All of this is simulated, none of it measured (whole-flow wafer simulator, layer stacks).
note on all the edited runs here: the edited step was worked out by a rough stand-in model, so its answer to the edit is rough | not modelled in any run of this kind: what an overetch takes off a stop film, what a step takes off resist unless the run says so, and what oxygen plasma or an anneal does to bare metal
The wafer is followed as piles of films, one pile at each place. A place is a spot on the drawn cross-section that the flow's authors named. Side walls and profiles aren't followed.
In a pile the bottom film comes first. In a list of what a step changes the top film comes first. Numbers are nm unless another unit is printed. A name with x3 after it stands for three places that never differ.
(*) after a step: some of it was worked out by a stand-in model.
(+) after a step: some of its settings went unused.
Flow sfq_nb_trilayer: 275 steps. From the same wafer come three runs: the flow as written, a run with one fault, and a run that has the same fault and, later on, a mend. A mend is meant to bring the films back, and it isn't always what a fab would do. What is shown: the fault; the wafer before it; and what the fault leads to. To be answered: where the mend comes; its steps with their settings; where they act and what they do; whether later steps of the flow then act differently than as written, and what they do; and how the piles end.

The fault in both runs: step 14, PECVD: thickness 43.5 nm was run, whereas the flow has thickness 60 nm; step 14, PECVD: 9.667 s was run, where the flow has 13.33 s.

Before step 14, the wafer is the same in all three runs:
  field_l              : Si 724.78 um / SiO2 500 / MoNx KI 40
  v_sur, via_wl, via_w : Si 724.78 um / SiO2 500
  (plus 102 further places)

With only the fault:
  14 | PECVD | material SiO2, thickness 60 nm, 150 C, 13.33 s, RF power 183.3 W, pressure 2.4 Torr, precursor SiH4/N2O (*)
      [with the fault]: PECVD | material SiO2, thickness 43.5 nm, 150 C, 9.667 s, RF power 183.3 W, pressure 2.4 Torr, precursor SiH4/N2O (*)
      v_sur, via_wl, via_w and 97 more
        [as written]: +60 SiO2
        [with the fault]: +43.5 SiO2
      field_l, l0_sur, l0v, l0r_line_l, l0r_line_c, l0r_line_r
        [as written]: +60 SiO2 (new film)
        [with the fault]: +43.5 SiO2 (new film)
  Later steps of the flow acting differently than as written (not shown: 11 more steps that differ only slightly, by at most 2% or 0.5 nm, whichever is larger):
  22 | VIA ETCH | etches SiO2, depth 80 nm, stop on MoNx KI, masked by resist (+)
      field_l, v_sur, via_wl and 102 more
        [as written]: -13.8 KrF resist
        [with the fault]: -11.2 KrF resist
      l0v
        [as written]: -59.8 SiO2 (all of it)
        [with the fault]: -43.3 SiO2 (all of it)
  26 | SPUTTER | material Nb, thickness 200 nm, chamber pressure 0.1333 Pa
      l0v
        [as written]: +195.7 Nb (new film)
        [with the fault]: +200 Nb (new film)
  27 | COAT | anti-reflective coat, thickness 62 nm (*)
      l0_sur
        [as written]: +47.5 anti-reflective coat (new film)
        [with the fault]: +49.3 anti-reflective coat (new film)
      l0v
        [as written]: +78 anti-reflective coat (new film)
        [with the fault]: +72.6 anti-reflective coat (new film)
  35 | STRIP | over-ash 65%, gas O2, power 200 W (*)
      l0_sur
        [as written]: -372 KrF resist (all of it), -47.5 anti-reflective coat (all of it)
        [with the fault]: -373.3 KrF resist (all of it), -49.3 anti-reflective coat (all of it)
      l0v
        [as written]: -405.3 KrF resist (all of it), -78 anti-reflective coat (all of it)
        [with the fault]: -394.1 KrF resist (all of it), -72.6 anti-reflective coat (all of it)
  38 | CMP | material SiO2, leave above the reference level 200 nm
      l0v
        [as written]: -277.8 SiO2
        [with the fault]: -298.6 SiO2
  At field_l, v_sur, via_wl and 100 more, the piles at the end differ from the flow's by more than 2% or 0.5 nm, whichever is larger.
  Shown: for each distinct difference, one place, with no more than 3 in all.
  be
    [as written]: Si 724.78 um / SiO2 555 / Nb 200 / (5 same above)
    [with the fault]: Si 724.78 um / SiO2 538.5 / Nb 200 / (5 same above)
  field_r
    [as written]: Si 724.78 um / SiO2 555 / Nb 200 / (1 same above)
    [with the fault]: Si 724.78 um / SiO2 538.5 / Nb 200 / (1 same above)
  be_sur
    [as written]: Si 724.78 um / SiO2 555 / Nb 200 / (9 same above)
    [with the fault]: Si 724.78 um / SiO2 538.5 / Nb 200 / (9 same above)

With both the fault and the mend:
  The mend stands after step 20.
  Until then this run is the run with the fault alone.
  20a | STRIP | over-ash 65%, gas O2, power 200 W (*)
      p4_fl x3, p4_w1 x9, p4_g1 x2 and 59 more
        -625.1 KrF resist (all of it), -62 anti-reflective coat (all of it)
      jj_sur, ce_l, c5j, ce_r, sp_r, be_r, r_sur
        -632 KrF resist (all of it), -63.7 anti-reflective coat (all of it)
      gap, res, r_end
        -632.1 KrF resist (all of it), -63.7 anti-reflective coat (all of it)
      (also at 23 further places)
  20b | PECVD | material SiO2, thickness 16.5 nm, 150 C, 3.667 s, RF power 183.3 W, pressure 2.4 Torr, precursor SiH4/N2O (the flow's step 14 again, with other settings)
      field_l, v_sur, via_wl and 103 more
        +16.5 SiO2
  20c | COAT | anti-reflective coat, thickness 62 nm (*) (the flow's step 15 again)
      p4_fl x3, p4_w1 x9, p4_g1 x2 and 59 more
        +62 anti-reflective coat (new film)
      be_sur, gap, jj_sur and 8 more
        +63.7 anti-reflective coat (new film)
      wire, be, moat, field_r, lsp_l
        +63.8 anti-reflective coat (new film)
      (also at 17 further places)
  20d | COAT | KrF resist, thickness 650 nm (*) (the flow's step 16 again)
      p4_fl x3, p4_w1 x9, p4_g1 x2 and 59 more
        +650 KrF resist (new film)
      jj_sur, ce_l, c5j, ce_r, sp_r, be_r, r_sur
        +656.9 KrF resist (new film)
      l0r_line_l, l0r_line_c, l0r_line_r
        +646 KrF resist (new film)
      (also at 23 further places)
  20e | SOFTBAKE | KrF resist (the flow's step 17 again)
      leaves every film unchanged at each place that is followed
  20f | EXPOSE | photomask L0V, dose 12.41 mJ/cm2, NA 0.6, wavelength 248 nm (*) (the flow's step 18 again)
      leaves every film unchanged at each place that is followed
  20g | PEB | KrF resist, 90 s (the flow's step 19 again)
      p4_fl x3, p4_w1 x9, p4_g1 x2 and 59 more
        -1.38 KrF resist
      via_v, wire, be and 15 more
        -1.39 KrF resist
      v_sur, via_w, via_wr, via_sp, lsp_m, ln_m6, lsp_r
        -1.4 KrF resist
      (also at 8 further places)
  20h | DEVELOP | KrF resist, thickness 650 nm, 60 s (the flow's step 20 again)
      field_l, v_sur, via_wl and 102 more
        -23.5 KrF resist
      l0v
        -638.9 KrF resist (all of it)
  Every later step of the flow that is run acts as written, at every place that is followed, to within 2% or 0.5 nm, whichever is larger.
  The piles end the same as the flow's at every place that both follow.
